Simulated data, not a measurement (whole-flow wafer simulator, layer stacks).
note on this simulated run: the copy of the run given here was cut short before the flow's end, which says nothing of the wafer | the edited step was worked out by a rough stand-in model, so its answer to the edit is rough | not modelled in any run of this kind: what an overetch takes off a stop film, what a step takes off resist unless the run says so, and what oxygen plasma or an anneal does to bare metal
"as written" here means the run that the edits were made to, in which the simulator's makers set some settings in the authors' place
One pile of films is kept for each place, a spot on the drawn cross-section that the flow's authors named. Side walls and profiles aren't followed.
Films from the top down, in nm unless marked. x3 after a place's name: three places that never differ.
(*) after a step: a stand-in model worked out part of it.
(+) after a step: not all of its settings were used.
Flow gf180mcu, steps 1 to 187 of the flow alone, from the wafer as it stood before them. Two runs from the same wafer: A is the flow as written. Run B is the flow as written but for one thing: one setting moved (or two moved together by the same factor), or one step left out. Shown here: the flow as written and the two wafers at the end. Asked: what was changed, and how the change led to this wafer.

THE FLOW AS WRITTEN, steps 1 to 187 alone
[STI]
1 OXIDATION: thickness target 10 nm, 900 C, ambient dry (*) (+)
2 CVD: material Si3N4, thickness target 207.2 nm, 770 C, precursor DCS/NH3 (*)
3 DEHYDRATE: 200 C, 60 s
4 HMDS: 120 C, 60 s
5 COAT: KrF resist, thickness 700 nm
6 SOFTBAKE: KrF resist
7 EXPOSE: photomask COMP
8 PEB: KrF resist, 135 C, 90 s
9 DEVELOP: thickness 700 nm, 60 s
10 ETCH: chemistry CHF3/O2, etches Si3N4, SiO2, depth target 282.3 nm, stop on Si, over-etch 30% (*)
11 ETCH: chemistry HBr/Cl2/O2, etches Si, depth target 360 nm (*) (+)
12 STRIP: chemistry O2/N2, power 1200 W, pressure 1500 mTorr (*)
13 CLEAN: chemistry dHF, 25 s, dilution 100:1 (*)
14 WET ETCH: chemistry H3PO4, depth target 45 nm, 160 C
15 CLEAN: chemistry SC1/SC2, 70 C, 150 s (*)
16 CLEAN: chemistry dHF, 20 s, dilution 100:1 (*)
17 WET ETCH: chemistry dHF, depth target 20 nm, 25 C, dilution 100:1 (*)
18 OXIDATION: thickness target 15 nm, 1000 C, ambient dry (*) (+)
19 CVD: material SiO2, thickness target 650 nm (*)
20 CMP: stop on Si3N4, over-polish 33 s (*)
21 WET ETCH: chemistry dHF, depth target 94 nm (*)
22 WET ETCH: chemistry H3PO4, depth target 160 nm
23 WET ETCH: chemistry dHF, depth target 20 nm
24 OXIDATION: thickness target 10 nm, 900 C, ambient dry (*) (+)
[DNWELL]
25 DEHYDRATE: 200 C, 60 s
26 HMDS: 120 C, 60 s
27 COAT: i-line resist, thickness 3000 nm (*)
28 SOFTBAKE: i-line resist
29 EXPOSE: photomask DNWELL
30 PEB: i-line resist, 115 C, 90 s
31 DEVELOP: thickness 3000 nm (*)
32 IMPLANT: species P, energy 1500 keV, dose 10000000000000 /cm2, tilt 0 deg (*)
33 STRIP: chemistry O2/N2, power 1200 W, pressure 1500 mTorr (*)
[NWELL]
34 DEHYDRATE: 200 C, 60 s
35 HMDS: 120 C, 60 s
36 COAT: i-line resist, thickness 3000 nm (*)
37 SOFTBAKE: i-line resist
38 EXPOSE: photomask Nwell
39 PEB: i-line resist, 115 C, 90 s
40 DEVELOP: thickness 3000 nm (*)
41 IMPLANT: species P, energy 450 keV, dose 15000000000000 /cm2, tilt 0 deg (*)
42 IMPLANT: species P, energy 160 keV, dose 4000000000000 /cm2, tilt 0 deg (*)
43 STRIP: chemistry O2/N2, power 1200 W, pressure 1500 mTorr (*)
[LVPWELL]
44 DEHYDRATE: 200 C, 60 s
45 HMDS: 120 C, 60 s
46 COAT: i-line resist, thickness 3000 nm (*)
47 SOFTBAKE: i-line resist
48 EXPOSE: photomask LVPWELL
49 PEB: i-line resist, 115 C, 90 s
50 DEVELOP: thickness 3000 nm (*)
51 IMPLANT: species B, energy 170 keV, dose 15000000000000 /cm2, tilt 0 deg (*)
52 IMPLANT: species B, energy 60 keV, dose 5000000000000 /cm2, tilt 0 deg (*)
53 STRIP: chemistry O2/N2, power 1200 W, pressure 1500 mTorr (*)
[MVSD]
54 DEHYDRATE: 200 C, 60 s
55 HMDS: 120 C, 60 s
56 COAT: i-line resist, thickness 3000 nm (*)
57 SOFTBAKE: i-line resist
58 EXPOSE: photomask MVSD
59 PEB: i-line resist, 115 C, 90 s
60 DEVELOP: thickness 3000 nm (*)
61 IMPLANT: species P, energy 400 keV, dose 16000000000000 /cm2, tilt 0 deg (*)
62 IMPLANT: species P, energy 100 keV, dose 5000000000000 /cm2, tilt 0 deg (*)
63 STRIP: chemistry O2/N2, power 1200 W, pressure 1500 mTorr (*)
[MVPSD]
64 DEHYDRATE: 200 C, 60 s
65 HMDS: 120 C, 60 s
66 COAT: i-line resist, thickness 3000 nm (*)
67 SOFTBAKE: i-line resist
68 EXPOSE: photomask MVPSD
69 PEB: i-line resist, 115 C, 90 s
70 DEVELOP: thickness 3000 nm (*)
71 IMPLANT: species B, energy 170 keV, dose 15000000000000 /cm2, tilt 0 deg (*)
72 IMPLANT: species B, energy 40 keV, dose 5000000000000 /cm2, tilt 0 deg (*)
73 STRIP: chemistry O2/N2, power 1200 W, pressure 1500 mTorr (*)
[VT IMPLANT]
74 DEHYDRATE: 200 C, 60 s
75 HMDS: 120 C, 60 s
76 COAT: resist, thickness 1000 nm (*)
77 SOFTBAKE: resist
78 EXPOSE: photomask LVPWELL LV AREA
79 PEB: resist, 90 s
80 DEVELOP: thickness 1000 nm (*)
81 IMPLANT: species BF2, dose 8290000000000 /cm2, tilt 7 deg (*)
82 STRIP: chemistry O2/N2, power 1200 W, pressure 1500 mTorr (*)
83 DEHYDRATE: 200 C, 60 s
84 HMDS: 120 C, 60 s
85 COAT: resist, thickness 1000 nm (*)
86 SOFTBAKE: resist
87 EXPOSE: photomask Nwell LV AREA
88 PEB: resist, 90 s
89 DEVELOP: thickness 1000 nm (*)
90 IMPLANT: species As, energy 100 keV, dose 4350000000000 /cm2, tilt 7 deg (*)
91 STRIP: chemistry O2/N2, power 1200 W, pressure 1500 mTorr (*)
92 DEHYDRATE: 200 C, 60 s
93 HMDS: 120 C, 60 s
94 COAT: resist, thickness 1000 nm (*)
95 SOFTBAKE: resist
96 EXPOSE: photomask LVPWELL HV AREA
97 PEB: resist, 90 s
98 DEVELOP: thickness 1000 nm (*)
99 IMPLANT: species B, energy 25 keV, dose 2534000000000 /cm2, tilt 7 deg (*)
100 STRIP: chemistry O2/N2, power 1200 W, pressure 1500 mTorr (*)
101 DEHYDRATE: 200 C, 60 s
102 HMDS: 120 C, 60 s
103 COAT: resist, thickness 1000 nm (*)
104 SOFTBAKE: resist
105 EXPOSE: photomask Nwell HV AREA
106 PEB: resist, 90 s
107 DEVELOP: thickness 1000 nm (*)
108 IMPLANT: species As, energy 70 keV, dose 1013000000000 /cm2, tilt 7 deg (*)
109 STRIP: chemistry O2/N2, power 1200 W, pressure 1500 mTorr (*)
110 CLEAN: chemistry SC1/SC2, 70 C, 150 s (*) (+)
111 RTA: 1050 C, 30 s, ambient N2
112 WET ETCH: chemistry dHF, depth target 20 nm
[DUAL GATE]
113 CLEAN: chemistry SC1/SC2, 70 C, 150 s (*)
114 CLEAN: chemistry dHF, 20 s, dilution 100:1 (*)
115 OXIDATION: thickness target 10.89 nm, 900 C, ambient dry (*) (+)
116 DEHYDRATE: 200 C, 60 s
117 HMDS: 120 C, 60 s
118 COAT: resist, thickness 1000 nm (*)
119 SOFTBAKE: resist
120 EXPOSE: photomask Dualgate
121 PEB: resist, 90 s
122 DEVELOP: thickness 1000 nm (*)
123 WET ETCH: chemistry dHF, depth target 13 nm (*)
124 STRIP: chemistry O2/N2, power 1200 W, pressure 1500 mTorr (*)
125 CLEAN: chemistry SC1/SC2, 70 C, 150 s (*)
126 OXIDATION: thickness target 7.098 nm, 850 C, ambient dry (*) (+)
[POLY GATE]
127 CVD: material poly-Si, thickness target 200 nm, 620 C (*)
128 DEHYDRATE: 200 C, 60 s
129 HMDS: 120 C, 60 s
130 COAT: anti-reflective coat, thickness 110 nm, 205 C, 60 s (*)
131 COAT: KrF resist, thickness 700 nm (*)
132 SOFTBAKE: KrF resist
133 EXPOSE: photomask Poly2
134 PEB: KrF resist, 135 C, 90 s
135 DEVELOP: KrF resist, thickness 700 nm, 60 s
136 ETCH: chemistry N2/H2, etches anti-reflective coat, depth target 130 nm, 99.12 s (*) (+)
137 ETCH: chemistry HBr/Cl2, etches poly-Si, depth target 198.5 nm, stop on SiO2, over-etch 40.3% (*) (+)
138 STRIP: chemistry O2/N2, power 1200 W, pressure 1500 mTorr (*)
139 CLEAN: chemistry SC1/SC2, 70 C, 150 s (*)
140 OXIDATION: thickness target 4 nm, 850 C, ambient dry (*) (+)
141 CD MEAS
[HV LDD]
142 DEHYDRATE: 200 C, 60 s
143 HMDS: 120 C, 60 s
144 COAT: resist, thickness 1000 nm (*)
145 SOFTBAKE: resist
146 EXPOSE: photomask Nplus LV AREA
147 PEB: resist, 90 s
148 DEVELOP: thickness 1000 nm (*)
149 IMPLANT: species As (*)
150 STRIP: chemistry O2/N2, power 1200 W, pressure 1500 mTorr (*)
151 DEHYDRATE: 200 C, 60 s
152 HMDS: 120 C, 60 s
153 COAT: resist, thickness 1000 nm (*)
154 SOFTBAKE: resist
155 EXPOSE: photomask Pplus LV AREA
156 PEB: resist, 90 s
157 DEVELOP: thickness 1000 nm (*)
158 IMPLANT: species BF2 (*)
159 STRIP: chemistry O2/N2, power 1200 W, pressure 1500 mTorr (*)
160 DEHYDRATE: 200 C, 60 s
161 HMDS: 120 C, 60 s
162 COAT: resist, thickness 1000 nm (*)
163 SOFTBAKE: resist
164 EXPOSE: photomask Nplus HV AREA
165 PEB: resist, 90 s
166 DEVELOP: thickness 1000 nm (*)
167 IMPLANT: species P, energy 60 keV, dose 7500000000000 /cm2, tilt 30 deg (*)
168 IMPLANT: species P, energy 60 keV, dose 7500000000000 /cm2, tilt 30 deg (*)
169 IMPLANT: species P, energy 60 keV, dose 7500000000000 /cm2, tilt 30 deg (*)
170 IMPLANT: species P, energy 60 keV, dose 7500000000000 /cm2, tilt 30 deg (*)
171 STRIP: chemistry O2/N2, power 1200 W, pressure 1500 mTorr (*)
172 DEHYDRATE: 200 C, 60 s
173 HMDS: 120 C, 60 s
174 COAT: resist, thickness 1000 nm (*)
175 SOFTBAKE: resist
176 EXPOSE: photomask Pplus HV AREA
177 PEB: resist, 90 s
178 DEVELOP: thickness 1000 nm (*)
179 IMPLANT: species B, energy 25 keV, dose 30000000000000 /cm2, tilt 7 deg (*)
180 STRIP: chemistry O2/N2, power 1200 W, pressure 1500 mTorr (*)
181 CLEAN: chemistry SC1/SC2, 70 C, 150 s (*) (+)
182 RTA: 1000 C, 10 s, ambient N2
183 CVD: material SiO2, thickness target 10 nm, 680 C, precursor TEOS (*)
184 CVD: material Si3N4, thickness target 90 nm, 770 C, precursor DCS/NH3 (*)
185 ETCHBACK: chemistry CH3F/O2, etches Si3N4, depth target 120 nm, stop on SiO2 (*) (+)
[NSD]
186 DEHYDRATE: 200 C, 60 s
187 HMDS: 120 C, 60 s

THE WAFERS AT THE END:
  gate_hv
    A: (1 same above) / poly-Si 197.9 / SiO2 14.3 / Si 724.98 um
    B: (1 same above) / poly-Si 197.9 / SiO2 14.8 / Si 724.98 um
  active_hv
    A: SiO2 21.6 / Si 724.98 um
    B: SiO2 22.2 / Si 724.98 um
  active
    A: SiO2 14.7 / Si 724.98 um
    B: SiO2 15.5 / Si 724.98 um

The cause: step 126, OXIDATION: 862 C was run, where the flow has 850 C.

How the change led to this, step by step:
  126 OXIDATION: thickness target 7.098 nm, 850 C, ambient dry (*) (+)
      gate_hv, active_hv, active_nat and 25 more: A SiO2 +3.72, Si -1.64 | B SiO2 +4.29, Si -1.89
      active, n_well, p_well and 12 more: A SiO2 +7.1 (new film), chemical SiO2 -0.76 (all of it), Si -2.79 | B SiO2 +7.96 (new film), chemical SiO2 -0.76 (all of it), Si -3.17
